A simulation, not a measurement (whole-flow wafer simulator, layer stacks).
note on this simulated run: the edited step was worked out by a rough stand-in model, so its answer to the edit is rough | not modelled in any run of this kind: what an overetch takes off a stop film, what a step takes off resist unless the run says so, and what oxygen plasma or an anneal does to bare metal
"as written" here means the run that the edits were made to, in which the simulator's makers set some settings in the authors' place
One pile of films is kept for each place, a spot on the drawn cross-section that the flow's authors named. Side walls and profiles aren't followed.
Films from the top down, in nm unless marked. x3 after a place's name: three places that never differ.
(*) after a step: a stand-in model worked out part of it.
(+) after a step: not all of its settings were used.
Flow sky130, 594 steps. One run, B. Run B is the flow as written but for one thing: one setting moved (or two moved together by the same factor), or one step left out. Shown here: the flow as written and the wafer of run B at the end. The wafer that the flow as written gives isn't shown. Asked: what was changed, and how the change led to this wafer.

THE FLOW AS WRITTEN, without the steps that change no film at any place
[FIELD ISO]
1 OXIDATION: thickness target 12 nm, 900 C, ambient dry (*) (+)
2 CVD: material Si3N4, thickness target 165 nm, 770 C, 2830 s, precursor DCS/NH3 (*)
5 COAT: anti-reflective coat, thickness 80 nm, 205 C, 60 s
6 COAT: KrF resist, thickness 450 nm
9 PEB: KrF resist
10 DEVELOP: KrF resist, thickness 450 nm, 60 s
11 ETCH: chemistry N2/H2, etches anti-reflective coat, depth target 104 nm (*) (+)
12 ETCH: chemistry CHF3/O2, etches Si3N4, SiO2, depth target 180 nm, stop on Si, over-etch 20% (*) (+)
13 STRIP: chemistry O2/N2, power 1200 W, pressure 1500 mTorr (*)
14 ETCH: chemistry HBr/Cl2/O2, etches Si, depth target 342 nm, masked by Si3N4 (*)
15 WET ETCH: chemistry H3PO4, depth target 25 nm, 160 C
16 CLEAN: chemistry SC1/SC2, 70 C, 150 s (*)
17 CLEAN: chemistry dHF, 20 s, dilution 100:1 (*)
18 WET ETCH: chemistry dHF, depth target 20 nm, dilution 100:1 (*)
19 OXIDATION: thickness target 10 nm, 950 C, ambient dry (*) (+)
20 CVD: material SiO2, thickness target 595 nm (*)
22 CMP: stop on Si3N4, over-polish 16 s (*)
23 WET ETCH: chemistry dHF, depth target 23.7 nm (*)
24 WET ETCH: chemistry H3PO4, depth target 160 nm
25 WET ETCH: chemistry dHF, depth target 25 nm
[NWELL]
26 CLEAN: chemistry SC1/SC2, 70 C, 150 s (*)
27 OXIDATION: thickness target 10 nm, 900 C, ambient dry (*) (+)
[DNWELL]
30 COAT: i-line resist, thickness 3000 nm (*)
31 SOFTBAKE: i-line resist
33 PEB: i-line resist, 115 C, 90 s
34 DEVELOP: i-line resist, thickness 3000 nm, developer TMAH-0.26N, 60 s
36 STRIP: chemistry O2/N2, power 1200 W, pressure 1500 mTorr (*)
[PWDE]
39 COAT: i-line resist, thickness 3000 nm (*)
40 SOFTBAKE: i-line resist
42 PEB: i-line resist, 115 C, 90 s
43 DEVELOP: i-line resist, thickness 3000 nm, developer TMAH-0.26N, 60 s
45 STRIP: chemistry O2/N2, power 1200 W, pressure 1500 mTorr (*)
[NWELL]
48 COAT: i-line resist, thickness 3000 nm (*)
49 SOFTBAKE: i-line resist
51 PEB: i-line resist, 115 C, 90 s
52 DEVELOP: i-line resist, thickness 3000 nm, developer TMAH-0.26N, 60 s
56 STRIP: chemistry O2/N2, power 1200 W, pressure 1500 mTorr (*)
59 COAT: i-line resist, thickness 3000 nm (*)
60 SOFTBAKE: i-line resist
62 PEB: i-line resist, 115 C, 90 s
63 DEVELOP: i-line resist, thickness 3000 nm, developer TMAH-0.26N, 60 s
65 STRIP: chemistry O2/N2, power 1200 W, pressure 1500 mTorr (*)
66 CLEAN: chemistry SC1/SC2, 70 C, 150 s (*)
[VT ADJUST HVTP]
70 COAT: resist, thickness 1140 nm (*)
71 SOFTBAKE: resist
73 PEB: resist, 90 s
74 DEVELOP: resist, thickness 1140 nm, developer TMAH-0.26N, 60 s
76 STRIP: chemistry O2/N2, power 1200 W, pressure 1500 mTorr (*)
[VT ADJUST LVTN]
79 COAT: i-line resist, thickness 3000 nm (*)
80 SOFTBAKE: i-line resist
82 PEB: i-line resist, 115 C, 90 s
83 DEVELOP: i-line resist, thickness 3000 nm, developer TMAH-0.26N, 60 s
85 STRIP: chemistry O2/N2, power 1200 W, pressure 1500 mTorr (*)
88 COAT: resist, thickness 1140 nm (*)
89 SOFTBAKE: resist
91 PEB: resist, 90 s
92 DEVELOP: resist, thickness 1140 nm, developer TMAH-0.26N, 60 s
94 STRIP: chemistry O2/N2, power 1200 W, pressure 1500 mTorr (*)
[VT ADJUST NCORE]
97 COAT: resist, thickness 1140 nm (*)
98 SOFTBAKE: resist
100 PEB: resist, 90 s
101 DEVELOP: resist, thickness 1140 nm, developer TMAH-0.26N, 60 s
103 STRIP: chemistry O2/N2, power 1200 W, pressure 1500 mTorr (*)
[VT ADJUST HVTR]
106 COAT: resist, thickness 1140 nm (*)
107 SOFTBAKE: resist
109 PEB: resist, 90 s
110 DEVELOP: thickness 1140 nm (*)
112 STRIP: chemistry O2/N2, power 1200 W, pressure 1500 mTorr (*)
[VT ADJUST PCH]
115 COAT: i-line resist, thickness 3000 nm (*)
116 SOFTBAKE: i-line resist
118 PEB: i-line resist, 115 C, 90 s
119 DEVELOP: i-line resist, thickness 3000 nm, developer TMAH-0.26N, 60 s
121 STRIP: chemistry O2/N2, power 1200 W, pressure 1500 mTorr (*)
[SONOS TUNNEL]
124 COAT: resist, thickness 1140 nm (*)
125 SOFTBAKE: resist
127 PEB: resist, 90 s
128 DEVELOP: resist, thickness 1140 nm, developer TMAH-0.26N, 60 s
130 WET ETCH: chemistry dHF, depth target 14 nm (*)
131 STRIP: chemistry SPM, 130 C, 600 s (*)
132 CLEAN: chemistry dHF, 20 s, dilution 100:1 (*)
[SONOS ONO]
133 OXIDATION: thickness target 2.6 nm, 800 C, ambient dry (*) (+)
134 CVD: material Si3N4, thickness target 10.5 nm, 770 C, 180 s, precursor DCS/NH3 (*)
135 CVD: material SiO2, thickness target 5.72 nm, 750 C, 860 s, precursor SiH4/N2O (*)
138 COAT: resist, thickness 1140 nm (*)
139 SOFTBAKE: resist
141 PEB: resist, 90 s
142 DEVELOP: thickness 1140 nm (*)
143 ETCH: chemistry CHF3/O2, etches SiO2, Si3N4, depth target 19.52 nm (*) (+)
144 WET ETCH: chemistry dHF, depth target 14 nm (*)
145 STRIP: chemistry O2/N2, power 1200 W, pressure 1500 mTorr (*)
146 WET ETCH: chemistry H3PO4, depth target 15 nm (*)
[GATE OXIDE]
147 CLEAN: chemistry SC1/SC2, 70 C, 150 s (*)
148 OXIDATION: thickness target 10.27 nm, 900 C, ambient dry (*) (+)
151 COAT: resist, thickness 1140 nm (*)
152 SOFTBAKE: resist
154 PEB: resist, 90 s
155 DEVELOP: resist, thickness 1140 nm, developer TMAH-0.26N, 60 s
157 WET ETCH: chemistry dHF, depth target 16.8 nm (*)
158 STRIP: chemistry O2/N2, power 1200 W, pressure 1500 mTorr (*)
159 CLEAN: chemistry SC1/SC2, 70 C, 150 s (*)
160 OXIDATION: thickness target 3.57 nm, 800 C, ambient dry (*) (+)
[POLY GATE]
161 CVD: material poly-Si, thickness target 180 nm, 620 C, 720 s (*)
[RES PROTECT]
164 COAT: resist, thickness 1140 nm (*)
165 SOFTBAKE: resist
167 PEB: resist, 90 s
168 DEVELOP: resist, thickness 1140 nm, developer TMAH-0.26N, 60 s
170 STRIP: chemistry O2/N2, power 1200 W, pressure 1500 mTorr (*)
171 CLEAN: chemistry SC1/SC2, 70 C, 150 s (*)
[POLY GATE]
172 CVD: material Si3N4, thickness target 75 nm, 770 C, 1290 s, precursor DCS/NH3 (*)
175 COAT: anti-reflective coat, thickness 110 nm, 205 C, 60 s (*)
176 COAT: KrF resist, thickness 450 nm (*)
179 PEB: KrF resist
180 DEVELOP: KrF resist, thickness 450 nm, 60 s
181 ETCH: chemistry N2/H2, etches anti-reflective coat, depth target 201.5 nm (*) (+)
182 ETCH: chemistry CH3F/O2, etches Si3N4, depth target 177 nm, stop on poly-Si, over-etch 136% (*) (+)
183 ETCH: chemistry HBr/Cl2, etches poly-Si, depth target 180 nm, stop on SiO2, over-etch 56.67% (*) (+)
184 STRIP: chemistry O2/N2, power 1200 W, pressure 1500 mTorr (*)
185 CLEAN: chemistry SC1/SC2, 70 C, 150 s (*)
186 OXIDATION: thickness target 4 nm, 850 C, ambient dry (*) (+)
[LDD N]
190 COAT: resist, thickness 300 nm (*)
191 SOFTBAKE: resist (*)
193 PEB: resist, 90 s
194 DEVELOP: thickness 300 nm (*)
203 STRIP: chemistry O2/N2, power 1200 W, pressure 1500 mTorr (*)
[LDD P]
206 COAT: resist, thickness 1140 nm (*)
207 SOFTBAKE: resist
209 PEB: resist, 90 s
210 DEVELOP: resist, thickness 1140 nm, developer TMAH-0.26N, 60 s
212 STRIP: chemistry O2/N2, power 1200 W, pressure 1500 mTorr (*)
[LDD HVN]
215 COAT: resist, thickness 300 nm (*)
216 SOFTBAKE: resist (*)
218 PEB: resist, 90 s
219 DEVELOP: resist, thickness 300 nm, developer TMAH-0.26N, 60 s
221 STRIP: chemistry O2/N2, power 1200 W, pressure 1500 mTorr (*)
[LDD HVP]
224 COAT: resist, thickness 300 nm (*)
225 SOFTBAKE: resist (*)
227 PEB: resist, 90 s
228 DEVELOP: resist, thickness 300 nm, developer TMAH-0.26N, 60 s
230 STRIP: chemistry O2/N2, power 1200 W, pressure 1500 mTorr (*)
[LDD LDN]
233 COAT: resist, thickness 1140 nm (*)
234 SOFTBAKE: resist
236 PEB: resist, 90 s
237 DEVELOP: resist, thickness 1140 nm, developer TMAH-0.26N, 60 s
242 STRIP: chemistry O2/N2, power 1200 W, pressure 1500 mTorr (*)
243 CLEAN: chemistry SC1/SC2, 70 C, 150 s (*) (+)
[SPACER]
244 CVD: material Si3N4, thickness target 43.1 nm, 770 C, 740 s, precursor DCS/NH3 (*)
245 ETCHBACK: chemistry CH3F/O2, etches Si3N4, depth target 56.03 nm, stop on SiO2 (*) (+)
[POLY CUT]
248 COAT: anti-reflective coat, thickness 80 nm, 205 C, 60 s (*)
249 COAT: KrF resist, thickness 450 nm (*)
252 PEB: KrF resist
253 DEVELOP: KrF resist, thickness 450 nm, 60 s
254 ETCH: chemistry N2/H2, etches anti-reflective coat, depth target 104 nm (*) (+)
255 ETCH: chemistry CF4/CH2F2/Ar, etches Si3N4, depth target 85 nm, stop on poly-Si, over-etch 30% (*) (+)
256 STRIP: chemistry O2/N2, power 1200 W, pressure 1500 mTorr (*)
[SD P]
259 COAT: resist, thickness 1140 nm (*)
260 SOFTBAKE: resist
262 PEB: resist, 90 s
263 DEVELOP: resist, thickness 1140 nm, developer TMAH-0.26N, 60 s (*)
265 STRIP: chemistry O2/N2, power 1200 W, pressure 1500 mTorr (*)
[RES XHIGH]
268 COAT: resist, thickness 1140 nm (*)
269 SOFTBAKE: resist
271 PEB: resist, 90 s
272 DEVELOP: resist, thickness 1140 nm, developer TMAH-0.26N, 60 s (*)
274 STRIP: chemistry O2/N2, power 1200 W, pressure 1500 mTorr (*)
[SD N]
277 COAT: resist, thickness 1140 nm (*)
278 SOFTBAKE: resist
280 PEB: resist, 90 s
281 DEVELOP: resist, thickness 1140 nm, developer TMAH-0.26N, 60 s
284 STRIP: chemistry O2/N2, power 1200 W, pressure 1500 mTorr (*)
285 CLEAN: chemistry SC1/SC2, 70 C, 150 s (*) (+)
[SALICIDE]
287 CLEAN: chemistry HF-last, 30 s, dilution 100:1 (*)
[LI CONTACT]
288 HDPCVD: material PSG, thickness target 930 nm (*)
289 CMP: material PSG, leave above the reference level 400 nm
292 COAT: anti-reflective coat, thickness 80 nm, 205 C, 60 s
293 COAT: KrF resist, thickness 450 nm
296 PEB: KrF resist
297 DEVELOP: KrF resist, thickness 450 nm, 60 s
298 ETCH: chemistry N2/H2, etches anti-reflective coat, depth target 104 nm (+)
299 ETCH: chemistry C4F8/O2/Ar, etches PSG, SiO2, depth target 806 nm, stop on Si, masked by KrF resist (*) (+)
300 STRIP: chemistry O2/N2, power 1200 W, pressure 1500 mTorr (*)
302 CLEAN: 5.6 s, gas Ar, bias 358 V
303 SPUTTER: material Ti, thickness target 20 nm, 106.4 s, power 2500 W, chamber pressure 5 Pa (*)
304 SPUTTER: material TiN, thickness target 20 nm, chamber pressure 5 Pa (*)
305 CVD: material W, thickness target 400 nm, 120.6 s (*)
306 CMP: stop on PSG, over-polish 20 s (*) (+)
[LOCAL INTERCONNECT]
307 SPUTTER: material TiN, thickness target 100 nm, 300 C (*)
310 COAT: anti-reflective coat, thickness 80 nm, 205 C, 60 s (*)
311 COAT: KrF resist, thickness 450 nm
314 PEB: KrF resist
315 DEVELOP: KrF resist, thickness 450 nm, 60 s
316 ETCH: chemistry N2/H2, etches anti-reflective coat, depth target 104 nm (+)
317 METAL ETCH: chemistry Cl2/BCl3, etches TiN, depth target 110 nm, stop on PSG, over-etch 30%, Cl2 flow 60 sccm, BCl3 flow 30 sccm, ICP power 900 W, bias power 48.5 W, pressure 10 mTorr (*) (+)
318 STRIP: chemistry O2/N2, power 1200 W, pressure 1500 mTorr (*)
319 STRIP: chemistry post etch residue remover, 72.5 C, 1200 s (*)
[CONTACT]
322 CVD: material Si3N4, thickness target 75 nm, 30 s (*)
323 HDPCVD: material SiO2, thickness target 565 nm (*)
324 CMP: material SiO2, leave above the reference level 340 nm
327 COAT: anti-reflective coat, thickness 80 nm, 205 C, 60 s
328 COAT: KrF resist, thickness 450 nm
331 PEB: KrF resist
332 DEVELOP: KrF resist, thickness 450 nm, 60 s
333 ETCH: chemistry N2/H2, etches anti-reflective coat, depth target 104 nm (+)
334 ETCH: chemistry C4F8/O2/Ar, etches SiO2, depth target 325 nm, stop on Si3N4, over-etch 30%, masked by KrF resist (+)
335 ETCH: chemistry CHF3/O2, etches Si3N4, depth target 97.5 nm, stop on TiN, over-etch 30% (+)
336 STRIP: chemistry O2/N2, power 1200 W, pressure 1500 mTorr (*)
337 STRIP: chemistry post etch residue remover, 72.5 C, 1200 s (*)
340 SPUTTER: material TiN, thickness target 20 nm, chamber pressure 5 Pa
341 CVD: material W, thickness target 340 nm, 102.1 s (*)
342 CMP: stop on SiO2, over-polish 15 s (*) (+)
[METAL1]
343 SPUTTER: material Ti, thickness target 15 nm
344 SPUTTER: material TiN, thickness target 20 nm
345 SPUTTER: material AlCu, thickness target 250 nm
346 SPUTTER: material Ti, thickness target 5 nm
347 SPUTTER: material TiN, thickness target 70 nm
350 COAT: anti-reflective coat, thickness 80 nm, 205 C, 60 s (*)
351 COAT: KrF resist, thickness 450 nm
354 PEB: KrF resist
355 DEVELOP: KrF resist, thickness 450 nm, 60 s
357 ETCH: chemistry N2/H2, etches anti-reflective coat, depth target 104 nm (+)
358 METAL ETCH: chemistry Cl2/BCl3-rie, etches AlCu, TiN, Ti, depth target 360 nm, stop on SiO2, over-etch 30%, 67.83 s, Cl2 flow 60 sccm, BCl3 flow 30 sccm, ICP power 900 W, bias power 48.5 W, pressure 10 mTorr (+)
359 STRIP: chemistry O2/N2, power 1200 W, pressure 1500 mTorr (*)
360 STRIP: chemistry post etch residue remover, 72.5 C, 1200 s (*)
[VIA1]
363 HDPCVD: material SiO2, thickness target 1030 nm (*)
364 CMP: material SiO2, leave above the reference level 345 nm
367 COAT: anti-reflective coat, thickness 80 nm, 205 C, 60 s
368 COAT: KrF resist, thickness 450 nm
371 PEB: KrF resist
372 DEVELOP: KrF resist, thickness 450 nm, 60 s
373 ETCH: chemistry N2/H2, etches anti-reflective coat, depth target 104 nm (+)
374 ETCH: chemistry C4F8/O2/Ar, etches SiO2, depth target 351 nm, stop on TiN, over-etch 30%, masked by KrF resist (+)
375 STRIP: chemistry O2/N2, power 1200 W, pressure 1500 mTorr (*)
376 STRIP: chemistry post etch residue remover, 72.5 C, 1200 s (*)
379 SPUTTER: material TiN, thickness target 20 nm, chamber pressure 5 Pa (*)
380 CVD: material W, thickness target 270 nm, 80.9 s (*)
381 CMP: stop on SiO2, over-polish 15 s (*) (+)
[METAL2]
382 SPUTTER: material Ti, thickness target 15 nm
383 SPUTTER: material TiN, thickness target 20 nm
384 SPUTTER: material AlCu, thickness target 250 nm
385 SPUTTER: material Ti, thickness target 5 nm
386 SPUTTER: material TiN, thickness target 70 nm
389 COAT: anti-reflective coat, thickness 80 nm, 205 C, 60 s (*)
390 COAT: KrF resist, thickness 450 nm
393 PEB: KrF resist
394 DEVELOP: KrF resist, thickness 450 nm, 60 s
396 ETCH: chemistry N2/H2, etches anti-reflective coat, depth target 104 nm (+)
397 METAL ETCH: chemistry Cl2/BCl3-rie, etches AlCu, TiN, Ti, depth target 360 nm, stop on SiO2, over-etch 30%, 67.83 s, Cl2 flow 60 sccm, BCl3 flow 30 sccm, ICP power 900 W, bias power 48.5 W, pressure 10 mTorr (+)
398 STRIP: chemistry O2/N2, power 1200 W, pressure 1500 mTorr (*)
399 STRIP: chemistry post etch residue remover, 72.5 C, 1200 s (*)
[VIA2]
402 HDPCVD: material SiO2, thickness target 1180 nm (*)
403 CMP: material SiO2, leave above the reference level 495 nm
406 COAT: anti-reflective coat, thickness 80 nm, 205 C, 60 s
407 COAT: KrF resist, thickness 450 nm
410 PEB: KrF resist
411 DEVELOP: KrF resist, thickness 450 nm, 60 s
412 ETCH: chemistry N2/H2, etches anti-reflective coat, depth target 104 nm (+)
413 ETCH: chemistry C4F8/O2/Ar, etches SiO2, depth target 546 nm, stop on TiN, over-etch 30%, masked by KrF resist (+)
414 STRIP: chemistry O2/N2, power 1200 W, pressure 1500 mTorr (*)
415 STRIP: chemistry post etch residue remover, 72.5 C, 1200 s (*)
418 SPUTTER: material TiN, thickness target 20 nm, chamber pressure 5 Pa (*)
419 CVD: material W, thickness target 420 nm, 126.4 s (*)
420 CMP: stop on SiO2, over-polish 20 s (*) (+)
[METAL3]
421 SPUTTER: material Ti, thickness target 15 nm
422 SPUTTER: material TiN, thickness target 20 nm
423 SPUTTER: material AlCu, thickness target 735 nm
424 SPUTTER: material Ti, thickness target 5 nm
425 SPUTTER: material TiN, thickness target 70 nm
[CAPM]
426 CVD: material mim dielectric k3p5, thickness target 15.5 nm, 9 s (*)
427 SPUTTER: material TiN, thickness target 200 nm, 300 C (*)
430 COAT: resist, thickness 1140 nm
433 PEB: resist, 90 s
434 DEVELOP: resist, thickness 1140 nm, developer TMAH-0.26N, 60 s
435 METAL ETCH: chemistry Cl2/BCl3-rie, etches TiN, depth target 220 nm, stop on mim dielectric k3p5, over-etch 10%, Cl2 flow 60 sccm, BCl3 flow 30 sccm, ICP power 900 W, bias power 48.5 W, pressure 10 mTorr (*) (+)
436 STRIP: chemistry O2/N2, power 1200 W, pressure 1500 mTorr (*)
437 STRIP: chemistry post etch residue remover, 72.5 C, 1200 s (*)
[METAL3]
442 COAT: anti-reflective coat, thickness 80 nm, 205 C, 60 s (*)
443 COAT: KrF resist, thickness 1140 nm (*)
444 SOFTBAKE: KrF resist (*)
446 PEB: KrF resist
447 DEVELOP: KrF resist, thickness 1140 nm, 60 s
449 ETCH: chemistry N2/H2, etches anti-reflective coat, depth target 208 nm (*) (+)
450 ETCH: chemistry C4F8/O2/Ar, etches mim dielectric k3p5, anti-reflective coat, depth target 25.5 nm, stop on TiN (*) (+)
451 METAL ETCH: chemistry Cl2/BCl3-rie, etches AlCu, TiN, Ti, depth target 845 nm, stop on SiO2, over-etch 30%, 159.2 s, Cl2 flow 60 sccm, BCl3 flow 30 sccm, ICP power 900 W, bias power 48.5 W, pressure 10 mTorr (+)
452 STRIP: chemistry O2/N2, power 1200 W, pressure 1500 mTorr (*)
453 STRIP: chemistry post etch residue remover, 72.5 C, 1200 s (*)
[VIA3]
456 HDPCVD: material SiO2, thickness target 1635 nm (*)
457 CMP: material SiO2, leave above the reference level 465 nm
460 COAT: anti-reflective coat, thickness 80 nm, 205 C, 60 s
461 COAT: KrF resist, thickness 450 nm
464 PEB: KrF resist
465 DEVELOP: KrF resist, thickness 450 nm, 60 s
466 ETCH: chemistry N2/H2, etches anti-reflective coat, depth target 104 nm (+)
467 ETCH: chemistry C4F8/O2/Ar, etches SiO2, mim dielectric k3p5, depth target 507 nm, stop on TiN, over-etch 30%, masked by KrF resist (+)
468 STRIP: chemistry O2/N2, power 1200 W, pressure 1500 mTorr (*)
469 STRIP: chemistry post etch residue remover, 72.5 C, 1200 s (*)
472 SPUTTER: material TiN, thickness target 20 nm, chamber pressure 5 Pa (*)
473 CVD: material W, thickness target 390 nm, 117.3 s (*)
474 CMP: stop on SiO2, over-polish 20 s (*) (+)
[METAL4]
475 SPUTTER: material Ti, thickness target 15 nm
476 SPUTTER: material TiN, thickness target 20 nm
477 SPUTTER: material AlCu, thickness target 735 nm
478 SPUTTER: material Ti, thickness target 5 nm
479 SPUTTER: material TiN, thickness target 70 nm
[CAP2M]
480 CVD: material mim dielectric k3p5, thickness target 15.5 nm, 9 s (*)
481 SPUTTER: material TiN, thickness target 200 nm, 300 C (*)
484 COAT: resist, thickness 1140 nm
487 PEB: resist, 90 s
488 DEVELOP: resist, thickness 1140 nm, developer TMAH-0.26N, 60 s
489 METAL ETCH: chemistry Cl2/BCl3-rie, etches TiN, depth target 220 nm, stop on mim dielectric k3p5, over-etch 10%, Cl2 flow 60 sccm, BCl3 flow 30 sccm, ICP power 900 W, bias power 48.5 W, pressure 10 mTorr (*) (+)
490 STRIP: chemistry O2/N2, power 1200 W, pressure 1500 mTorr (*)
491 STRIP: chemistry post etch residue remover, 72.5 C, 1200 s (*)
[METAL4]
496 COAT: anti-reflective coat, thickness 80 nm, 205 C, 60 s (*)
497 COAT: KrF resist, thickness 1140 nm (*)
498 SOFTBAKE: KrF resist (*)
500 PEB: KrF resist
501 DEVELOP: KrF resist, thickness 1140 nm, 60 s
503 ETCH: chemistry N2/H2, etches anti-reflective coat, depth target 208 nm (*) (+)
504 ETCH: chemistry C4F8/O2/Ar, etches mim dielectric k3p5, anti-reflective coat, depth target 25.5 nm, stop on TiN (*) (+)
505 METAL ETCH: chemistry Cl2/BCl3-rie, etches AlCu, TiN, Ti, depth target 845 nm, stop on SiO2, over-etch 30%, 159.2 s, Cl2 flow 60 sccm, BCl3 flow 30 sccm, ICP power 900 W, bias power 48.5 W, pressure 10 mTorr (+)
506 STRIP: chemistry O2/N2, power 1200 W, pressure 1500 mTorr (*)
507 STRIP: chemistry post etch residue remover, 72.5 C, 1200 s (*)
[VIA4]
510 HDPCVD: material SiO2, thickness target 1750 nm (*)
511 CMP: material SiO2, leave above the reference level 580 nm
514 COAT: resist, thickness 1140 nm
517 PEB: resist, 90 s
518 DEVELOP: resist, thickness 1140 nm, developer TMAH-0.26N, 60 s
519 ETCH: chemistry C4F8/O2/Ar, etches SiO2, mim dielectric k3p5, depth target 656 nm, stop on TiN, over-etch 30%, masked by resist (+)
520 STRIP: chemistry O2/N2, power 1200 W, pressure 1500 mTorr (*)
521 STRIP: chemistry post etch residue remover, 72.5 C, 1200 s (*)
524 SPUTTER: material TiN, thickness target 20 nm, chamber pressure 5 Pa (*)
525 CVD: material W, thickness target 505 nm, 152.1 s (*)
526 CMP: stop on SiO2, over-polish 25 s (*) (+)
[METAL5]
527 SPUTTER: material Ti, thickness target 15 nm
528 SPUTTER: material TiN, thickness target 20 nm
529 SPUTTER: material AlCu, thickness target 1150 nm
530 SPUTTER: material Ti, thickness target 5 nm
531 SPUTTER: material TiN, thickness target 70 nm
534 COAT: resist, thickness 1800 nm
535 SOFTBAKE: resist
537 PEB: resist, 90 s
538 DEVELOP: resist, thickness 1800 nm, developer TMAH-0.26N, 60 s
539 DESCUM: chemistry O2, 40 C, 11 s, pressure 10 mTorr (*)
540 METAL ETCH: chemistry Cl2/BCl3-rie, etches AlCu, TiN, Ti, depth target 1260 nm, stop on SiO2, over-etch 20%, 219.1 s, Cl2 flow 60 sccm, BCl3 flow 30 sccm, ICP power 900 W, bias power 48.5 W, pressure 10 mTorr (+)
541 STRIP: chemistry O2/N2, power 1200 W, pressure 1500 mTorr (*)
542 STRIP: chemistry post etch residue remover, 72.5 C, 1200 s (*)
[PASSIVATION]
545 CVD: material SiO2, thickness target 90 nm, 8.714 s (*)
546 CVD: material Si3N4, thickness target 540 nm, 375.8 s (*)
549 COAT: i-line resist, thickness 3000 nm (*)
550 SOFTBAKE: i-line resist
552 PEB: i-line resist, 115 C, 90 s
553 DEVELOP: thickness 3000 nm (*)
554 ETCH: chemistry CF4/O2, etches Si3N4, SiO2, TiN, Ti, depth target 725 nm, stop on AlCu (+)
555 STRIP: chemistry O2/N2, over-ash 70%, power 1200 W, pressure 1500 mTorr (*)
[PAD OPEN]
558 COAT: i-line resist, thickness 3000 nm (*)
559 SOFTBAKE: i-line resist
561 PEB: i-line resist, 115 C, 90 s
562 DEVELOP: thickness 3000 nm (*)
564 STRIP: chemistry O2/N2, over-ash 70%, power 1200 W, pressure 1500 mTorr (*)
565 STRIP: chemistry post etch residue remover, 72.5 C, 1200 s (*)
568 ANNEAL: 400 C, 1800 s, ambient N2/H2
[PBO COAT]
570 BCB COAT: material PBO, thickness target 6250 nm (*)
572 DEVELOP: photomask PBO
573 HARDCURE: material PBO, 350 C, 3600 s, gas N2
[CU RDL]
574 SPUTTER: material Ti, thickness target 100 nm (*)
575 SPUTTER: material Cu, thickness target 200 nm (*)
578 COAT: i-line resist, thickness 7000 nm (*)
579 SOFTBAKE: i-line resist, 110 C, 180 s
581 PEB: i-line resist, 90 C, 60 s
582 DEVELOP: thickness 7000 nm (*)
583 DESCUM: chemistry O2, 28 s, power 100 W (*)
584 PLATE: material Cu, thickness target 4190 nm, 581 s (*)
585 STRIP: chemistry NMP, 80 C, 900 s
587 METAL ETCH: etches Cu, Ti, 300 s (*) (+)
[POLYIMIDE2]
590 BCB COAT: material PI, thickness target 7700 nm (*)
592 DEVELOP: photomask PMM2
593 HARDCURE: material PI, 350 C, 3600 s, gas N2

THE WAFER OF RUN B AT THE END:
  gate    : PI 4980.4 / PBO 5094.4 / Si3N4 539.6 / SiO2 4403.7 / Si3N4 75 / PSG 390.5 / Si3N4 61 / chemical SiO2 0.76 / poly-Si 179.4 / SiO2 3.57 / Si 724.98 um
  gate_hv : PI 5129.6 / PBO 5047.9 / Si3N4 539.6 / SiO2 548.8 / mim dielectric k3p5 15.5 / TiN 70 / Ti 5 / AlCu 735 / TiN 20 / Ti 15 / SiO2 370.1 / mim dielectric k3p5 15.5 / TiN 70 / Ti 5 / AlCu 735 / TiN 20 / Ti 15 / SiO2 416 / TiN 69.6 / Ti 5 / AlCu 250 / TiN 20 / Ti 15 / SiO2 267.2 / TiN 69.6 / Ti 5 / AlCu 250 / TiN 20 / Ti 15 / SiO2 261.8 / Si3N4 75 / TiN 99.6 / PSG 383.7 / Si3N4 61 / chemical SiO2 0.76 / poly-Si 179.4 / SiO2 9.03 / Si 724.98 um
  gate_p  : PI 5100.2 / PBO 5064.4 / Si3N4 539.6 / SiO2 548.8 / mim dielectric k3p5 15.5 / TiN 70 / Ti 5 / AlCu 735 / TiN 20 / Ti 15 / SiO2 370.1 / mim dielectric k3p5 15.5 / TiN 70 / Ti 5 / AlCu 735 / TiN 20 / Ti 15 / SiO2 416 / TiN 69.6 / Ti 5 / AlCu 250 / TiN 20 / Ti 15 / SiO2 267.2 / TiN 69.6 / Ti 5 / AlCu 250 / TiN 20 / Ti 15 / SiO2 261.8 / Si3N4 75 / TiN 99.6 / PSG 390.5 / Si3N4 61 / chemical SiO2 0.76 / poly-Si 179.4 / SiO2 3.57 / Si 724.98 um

The cause: step 148, OXIDATION: thickness target 8.215 nm was run, where the flow has thickness target 10.27 nm.

How the change led to this, step by step:
  148 OXIDATION: thickness target 10.27 nm, 900 C, ambient dry (*) (+)
      active, n_well, p_well and 98 more: SiO2 +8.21 (new film), chemical SiO2 -0.76 (all of it), Si -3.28 (as written it would be: SiO2 +10.3 (new film), chemical SiO2 -0.76 (all of it), Si -4.18)
  157 WET ETCH: chemistry dHF, depth target 16.8 nm (*)
      active, n_well, p_well and 58 more: SiO2 -8.21 (all of it) (as written it would be: SiO2 -10.3 (all of it))
  175 COAT: anti-reflective coat, thickness 110 nm, 205 C, 60 s (*)
      rpm_encl, rpm_encl_psd: anti-reflective coat +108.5 (new film) (as written it would be: anti-reflective coat +104.4 (new film))
  181 ETCH: chemistry N2/H2, etches anti-reflective coat, depth target 201.5 nm (*) (+)
      rpm_encl, rpm_encl_psd: anti-reflective coat -108.5 (all of it), Si3N4 -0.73 (as written it would be: anti-reflective coat -104.4 (all of it), Si3N4 -0.79)
  248 COAT: anti-reflective coat, thickness 80 nm, 205 C, 60 s (*)
      iso_pw_fox: anti-reflective coat +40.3 (new film) (as written it would be: anti-reflective coat +41.5 (new film))
  256 STRIP: chemistry O2/N2, power 1200 W, pressure 1500 mTorr (*)
      iso_pw_fox: KrF resist -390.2 (all of it), anti-reflective coat -40.3 (all of it) (as written it would be: KrF resist -389.5 (all of it), anti-reflective coat -41.5 (all of it))
  306 CMP: stop on PSG, over-polish 20 s (*) (+)
      poly_licon: W -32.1 (as written it would be: W -33.1)
